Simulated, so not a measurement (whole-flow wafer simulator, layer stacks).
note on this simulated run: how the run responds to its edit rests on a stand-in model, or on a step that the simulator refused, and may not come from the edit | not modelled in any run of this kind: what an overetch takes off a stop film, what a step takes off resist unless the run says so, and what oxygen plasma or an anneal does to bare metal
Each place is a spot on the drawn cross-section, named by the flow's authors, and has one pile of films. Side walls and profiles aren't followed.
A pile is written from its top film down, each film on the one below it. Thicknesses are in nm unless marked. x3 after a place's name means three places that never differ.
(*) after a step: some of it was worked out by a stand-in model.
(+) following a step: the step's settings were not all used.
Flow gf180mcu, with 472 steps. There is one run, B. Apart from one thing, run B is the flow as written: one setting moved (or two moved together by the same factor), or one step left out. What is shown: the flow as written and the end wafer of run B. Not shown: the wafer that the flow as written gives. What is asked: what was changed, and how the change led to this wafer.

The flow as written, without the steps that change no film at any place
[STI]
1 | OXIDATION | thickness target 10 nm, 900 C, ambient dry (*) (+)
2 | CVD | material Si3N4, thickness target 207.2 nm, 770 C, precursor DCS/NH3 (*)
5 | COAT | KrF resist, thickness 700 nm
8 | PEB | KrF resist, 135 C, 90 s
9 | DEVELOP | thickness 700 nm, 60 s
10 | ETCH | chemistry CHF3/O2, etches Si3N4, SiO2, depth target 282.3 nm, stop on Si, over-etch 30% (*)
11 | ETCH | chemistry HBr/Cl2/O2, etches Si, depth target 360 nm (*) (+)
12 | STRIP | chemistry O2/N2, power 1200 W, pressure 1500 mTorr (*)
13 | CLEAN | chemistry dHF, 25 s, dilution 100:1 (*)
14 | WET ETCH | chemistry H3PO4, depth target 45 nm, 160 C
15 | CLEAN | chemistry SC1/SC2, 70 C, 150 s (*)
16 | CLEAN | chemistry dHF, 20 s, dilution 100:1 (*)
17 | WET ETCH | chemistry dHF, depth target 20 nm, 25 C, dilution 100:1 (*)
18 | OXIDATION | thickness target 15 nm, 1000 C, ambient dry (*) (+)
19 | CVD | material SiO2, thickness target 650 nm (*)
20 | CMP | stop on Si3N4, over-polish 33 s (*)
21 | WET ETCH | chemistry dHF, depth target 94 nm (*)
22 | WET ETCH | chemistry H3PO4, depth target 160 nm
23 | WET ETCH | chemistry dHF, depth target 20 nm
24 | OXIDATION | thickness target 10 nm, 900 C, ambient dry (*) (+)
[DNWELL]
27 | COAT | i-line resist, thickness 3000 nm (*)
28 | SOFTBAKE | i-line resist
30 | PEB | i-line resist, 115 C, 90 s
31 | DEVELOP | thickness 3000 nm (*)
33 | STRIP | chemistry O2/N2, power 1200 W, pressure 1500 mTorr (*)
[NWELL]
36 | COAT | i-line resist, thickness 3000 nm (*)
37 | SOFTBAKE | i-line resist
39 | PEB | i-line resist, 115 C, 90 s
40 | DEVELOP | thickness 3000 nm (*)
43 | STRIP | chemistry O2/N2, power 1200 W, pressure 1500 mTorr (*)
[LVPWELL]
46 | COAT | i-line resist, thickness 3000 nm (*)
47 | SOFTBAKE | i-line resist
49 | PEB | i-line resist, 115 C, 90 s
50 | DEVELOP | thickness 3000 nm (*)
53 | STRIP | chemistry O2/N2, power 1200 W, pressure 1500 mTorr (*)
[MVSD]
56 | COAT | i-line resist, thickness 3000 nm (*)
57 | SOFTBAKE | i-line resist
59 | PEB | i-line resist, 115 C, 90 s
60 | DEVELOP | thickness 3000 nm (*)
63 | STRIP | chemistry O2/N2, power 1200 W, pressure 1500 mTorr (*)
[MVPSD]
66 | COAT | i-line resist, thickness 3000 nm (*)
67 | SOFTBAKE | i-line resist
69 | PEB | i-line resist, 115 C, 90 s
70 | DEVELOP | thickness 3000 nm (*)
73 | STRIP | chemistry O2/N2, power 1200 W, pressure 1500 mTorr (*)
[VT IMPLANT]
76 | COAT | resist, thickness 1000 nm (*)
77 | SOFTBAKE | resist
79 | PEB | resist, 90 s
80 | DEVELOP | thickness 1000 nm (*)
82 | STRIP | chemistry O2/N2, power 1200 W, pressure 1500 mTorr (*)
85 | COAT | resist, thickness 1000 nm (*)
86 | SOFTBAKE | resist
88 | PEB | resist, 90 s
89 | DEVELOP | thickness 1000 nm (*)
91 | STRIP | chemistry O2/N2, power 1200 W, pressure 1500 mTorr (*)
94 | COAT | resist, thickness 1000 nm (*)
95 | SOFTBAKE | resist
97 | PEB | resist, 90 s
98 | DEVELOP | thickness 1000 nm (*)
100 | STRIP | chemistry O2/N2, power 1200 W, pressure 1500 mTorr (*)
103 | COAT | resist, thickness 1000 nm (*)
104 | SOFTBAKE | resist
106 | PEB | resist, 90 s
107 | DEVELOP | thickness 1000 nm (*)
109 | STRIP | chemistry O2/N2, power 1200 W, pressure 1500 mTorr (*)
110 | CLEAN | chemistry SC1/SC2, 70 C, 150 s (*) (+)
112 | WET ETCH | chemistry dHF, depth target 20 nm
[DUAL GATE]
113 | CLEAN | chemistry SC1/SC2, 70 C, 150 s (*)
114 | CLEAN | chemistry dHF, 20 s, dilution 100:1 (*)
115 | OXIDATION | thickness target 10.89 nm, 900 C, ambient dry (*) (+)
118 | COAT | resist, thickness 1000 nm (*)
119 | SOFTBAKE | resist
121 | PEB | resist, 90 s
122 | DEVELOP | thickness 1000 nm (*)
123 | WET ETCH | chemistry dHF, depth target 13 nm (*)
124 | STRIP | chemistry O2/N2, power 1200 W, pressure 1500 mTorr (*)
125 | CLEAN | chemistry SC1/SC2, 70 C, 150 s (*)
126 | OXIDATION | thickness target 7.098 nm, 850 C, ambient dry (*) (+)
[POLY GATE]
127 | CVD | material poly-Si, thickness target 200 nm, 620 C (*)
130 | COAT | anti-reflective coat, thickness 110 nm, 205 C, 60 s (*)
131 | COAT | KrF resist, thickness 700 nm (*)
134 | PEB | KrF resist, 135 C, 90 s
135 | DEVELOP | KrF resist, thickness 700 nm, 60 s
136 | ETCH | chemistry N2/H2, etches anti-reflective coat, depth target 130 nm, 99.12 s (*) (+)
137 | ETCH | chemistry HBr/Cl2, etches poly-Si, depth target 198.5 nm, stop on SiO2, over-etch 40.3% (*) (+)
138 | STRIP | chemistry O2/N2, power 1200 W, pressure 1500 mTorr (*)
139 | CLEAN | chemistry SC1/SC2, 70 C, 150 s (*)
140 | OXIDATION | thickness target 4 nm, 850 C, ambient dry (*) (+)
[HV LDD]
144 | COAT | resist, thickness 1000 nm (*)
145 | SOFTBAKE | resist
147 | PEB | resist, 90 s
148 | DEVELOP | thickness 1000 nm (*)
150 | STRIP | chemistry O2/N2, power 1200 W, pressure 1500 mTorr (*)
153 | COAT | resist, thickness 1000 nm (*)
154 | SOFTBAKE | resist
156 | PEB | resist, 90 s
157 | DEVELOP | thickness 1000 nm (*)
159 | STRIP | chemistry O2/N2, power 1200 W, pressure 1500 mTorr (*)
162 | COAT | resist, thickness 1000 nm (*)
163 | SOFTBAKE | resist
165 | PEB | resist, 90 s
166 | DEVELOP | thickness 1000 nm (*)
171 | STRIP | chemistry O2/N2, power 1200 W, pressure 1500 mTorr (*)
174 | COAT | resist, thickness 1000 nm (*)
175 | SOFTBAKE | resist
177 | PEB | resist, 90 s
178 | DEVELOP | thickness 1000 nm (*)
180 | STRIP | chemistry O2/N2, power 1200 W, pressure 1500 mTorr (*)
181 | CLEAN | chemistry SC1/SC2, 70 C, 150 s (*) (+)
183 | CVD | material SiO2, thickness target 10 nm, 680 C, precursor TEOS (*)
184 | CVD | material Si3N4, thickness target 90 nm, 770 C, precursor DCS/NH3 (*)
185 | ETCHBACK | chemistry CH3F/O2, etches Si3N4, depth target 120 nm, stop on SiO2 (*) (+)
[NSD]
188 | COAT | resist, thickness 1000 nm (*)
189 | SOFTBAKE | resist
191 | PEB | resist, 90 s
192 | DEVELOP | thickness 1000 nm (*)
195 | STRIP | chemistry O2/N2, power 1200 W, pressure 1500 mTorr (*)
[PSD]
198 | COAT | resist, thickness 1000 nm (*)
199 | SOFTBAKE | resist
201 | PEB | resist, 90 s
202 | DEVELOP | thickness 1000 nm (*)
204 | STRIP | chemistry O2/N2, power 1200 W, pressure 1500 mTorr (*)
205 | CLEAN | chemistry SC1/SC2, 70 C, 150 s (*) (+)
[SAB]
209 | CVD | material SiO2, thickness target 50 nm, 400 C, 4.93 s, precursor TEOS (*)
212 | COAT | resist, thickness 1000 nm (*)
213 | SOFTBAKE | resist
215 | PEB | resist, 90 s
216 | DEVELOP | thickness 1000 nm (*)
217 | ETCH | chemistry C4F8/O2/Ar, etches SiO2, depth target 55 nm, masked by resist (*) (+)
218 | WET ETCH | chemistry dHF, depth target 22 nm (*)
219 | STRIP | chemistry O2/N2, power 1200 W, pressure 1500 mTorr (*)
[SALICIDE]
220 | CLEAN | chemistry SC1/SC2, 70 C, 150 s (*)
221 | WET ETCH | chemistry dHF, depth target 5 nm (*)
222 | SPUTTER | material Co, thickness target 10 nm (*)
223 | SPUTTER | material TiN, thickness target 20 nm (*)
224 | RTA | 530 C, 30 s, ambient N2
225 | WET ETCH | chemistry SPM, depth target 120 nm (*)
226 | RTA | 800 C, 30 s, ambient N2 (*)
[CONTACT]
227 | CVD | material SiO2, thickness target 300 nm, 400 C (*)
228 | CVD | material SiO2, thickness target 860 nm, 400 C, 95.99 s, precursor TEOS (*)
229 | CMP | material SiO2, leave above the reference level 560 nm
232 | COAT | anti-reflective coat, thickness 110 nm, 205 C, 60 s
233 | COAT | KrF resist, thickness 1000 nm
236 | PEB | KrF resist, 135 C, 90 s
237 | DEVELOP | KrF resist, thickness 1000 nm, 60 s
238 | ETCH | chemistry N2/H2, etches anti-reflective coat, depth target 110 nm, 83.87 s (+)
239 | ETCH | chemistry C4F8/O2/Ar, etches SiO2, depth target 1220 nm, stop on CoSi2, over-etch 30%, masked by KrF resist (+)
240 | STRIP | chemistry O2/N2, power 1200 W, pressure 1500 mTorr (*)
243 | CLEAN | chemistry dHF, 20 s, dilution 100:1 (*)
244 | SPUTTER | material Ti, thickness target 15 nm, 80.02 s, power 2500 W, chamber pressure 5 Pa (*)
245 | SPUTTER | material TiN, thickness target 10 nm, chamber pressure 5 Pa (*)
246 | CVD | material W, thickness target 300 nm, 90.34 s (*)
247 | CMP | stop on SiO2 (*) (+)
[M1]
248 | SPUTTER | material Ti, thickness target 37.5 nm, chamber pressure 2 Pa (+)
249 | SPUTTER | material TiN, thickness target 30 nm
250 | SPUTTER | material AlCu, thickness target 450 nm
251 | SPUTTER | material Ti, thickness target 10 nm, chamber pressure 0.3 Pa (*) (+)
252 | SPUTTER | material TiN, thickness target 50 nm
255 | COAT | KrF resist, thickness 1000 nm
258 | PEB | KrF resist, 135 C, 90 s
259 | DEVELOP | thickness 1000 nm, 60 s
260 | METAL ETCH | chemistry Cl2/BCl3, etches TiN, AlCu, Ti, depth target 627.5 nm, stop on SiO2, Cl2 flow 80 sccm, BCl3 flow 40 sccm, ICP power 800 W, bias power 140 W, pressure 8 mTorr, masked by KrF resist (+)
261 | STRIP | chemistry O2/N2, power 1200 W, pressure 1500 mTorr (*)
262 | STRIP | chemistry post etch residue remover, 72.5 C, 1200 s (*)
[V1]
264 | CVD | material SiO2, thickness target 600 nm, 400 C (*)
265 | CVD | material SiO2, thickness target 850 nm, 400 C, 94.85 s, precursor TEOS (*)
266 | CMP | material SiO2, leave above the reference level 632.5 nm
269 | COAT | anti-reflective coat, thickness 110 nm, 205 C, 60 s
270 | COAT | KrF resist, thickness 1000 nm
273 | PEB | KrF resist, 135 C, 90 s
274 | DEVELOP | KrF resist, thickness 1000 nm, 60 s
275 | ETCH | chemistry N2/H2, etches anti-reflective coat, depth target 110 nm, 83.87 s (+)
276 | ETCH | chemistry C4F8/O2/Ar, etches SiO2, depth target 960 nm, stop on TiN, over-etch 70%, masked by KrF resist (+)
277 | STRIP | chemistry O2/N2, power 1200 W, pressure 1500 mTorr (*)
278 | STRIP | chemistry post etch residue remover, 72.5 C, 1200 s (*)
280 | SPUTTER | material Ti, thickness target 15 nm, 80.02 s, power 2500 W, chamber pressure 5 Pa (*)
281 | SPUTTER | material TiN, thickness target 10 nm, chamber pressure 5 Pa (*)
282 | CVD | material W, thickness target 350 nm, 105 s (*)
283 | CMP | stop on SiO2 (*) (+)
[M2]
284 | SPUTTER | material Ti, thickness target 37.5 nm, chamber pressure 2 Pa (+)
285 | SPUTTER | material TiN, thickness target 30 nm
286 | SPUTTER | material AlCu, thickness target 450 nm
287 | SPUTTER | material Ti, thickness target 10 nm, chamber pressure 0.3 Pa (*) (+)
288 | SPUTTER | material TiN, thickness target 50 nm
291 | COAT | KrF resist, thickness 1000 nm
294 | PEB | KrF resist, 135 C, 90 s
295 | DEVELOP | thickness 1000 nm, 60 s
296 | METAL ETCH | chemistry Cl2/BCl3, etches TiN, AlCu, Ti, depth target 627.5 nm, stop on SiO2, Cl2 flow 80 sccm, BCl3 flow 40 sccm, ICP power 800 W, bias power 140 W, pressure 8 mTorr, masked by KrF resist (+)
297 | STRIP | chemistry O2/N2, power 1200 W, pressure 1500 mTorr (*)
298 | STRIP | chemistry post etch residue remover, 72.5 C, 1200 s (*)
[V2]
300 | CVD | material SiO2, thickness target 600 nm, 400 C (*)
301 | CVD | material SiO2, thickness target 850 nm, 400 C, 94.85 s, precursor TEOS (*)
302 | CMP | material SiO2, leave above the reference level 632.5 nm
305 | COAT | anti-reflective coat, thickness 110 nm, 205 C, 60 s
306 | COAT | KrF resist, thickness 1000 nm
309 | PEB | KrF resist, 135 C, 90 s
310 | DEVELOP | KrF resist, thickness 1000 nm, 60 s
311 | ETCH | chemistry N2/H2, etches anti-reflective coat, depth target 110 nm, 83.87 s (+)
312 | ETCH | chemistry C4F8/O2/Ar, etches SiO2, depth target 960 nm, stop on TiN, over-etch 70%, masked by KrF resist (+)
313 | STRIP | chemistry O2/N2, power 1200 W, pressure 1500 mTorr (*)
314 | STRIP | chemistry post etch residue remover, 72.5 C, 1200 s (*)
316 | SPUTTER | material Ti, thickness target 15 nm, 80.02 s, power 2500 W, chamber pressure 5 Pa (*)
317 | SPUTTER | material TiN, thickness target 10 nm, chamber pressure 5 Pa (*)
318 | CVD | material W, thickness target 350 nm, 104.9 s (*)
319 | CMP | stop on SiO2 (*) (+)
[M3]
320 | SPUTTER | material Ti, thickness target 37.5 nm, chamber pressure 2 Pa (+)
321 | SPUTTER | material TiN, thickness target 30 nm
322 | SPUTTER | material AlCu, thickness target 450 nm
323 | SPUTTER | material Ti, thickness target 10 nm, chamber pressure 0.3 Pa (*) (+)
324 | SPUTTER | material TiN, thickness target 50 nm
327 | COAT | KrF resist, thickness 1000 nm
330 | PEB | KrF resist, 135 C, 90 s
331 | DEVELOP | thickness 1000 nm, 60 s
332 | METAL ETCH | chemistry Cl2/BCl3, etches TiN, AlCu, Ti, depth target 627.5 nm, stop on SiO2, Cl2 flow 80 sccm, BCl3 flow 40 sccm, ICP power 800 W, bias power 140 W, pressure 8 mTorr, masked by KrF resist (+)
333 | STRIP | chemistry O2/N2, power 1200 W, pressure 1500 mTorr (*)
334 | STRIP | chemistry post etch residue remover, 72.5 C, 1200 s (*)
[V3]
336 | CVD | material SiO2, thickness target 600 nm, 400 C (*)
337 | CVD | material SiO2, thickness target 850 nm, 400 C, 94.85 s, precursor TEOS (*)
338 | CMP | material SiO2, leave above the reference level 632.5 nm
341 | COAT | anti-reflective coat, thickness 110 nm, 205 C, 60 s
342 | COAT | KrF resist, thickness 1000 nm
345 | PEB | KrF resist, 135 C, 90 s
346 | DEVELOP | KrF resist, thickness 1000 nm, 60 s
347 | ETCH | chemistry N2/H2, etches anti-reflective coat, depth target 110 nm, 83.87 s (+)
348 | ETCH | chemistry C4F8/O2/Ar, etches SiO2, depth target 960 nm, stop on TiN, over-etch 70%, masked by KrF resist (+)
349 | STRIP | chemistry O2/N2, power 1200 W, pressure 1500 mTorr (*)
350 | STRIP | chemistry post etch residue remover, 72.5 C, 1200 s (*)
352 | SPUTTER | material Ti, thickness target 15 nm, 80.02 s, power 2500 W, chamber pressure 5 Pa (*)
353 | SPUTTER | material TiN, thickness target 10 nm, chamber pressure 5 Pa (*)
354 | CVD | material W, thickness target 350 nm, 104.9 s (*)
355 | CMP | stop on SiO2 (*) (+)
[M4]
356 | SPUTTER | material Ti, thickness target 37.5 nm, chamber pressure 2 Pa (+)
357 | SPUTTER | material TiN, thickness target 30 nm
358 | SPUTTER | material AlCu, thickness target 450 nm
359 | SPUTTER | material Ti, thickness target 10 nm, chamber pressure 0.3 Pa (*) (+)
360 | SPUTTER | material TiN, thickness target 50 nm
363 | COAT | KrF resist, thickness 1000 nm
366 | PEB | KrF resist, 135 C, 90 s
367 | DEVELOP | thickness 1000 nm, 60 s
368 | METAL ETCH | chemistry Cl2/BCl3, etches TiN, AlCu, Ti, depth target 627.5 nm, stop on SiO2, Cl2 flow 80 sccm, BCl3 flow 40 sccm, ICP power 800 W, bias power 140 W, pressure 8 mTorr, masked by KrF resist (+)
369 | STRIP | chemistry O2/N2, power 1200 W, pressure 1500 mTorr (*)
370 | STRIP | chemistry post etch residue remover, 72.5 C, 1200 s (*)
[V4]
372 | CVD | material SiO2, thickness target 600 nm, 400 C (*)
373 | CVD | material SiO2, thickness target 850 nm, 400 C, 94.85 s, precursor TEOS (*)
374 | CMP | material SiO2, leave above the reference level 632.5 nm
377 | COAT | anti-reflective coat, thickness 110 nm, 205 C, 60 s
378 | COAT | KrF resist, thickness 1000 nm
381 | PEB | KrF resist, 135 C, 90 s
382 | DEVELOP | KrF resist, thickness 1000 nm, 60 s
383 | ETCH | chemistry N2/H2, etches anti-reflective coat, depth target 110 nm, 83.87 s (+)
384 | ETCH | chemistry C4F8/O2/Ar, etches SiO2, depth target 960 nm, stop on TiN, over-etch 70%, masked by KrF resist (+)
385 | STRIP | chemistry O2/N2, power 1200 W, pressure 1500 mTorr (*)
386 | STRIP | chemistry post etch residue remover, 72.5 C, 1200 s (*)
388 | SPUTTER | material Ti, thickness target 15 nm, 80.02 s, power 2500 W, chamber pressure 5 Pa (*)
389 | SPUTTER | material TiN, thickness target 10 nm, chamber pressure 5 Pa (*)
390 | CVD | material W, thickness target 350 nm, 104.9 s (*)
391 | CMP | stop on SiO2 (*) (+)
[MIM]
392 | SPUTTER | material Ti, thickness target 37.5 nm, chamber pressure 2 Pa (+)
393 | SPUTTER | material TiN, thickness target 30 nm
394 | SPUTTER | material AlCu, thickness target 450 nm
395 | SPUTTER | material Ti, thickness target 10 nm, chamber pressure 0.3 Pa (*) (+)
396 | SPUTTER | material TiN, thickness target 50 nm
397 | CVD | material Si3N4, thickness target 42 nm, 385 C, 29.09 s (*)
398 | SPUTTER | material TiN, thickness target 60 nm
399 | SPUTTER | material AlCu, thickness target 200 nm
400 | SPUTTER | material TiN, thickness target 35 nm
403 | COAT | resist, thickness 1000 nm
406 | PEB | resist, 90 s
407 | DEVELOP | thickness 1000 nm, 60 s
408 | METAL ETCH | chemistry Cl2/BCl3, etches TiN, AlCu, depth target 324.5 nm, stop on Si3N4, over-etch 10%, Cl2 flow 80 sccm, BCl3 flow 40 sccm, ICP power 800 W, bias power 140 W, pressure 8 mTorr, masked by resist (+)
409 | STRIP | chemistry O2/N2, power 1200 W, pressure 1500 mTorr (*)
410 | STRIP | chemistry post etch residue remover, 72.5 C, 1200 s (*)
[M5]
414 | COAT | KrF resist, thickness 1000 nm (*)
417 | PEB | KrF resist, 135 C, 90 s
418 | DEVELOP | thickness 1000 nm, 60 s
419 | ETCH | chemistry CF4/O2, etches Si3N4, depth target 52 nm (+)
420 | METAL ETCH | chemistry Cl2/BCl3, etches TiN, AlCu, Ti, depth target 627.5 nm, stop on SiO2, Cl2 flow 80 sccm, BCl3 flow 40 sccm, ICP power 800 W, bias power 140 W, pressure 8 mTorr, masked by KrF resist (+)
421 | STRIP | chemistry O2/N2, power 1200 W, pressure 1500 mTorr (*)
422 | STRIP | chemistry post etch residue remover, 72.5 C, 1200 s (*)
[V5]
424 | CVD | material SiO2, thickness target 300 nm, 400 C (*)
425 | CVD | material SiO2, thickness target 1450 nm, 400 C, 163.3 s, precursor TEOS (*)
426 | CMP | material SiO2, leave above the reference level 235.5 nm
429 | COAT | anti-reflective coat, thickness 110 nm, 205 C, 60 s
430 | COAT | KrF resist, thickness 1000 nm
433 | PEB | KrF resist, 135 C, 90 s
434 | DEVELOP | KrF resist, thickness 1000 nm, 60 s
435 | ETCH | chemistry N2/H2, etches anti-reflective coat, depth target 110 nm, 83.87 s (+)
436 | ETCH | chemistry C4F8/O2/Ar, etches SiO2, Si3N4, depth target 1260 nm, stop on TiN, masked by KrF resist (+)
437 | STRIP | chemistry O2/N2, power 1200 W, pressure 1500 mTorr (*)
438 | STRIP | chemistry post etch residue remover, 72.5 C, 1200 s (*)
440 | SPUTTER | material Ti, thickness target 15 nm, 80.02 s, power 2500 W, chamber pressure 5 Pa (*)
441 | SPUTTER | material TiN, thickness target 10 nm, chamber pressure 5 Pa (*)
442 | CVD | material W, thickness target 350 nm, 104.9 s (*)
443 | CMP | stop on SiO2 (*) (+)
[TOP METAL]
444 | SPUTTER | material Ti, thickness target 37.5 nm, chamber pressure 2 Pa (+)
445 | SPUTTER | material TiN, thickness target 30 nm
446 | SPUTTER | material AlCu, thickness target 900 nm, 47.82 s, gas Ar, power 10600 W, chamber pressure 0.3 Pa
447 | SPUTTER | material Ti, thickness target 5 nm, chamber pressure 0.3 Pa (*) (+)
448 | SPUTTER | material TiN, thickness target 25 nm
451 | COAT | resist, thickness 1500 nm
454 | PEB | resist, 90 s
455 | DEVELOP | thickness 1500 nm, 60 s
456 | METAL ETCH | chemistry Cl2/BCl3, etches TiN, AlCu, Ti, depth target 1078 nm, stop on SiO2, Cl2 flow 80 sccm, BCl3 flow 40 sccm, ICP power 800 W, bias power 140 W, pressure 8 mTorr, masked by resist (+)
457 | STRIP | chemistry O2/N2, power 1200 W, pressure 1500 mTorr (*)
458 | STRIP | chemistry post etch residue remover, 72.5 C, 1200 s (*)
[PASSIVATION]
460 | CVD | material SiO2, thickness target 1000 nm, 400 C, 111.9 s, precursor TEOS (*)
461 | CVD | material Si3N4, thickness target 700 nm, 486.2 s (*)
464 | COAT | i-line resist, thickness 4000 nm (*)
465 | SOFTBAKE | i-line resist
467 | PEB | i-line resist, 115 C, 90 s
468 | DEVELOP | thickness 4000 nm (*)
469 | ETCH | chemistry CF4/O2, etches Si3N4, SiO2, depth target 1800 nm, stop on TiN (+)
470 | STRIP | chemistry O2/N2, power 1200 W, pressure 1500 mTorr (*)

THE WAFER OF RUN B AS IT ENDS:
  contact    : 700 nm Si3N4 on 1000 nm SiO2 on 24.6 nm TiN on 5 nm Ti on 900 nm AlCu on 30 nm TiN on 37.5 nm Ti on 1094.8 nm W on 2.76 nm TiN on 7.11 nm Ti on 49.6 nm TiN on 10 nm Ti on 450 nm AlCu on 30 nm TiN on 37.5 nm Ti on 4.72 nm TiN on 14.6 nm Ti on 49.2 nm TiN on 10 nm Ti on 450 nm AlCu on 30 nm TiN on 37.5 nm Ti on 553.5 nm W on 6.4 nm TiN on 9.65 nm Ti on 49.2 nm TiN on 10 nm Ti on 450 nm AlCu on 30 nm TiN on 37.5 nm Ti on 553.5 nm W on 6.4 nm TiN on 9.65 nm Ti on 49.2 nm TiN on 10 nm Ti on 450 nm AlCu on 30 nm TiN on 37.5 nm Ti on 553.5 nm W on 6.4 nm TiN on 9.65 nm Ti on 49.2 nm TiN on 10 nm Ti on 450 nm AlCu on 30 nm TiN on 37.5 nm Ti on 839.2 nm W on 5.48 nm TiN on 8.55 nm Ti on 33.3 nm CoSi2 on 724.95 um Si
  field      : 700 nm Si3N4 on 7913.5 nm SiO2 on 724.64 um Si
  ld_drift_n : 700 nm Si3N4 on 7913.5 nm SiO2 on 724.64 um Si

The reason: step 373, CVD: material SiO2, thickness target 850 nm, 400 C, 94.85 s, precursor TEOS (*), was omitted.

Step by step, how the change led to this:
  374 | CMP | material SiO2, leave above the reference level 632.5 nm
      field, field__w1, field__w2 and 103 more: nothing (it would be, as written: SiO2 loses 300)
      field__w8, contact, m1, m1__w1, m1_nw: SiO2 loses 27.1 (it would be, as written: SiO2 loses 877.1)
  377 | COAT | anti-reflective coat, thickness 110 nm, 205 C, 60 s
      p_well, sti, spacer, sd_n, mim_1p0, pad, dice_street: anti-reflective coat gains 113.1 (new film) (it would be, as written: anti-reflective coat gains 110 (new film))
      field: anti-reflective coat gains 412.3 (new film) (it would be, as written: anti-reflective coat gains 110 (new film))
      (also at 34 further places)
  378 | COAT | KrF resist, thickness 1000 nm
      field: KrF resist gains 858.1 (new film) (it would be, as written: KrF resist gains 1000 (new film))
      field__w5: KrF resist gains 1032.7 (new film) (it would be, as written: KrF resist gains 1000 (new film))
      (also at 27 further places)
  381 | PEB | KrF resist, 135 C, 90 s
      polyc_n, polyc_n_rim: KrF resist loses 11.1 (it would be, as written: KrF resist loses 6.68)
      field: KrF resist loses 5.04 (it would be, as written: KrF resist loses 6.68)
      (also at 17 further places)
  382 | DEVELOP | KrF resist, thickness 1000 nm, 60 s
      contact: KrF resist loses 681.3 (all of it) (it would be, as written: KrF resist loses 993.3 (all of it))
  383 | ETCH | chemistry N2/H2, etches anti-reflective coat, depth target 110 nm, 83.87 s (+)
      contact: anti-reflective coat loses 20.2 (all of it), SiO2 loses 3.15 (it would be, as written: anti-reflective coat loses 110 (all of it), SiO2 loses 0.85)
  385 | STRIP | chemistry O2/N2, power 1200 W, pressure 1500 mTorr (*)
      p_well, sti, spacer, sd_n, mim_1p0, pad, dice_street: KrF resist loses 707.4 (all of it), anti-reflective coat loses 113.1 (all of it) (it would be, as written: KrF resist loses 706.9 (all of it), anti-reflective coat loses 110 (all of it))
      field: KrF resist loses 566.7 (all of it), anti-reflective coat loses 412.3 (all of it) (it would be, as written: KrF resist loses 706.9 (all of it), anti-reflective coat loses 110 (all of it))
      (also at 37 further places)
  388 | SPUTTER | material Ti, thickness target 15 nm, 80.02 s, power 2500 W, chamber pressure 5 Pa (*)
      contact: Ti gains 14.6 (new film) (it would be, as written: Ti gains 9.65 (new film))
  389 | SPUTTER | material TiN, thickness target 10 nm, chamber pressure 5 Pa (*)
      contact: TiN gains 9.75 (new film) (it would be, as written: TiN gains 6.4 (new film))
  390 | CVD | material W, thickness target 350 nm, 104.9 s (*)
      contact: W gains 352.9 (new film) (it would be, as written: W gains 932.3 (new film))
  391 | CMP | stop on SiO2 (*) (+)
      contact: W loses 352.9 (all of it), TiN loses 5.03 (it would be, as written: W loses 378.8)
      field__w8, m1, m1__w1, m1_nw: W loses 350 (all of it), TiN loses 10 (all of it), Ti loses 15 (all of it), SiO2 loses 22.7 (it would be, as written: W loses 350 (all of it), TiN loses 10 (all of it), Ti loses 15 (all of it), SiO2 loses 3.78)
  395 | SPUTTER | material Ti, thickness target 10 nm, chamber pressure 0.3 Pa (*) (+)
      field__w5: Ti gains 9.25 (new film) (it would be, as written: Ti gains 10 (new film))
  403 | COAT | resist, thickness 1000 nm
      field: resist gains 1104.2 (new film) (it would be, as written: resist gains 1000 (new film))
      field__w8: resist gains 577 (new film) (it would be, as written: resist gains 1000 (new film))
      (also at 11 further places)
  404 | SOFTBAKE | resist
      field: resist loses 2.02 (it would be, as written: nothing)
      field__w8: resist loses 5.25 (it would be, as written: nothing)
      (also at 16 further places)
  406 | PEB | resist, 90 s
      field: resist loses 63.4 (it would be, as written: resist loses 57.2)
      field__w8: resist loses 31.7 (it would be, as written: resist loses 57.2)
      (also at 12 further places)
  407 | DEVELOP | thickness 1000 nm, 60 s
      field: resist loses 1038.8 (all of it) (it would be, as written: resist loses 942.8 (all of it))
      field__w8: resist loses 540.1 (all of it) (it would be, as written: resist loses 942.8 (all of it))
      (also at 12 further places)
  ... 9 further steps ...
  442 | CVD | material W, thickness target 350 nm, 104.9 s (*)
      contact: W gains 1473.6 (new film) (it would be, as written: W gains 1233.6 (new film))
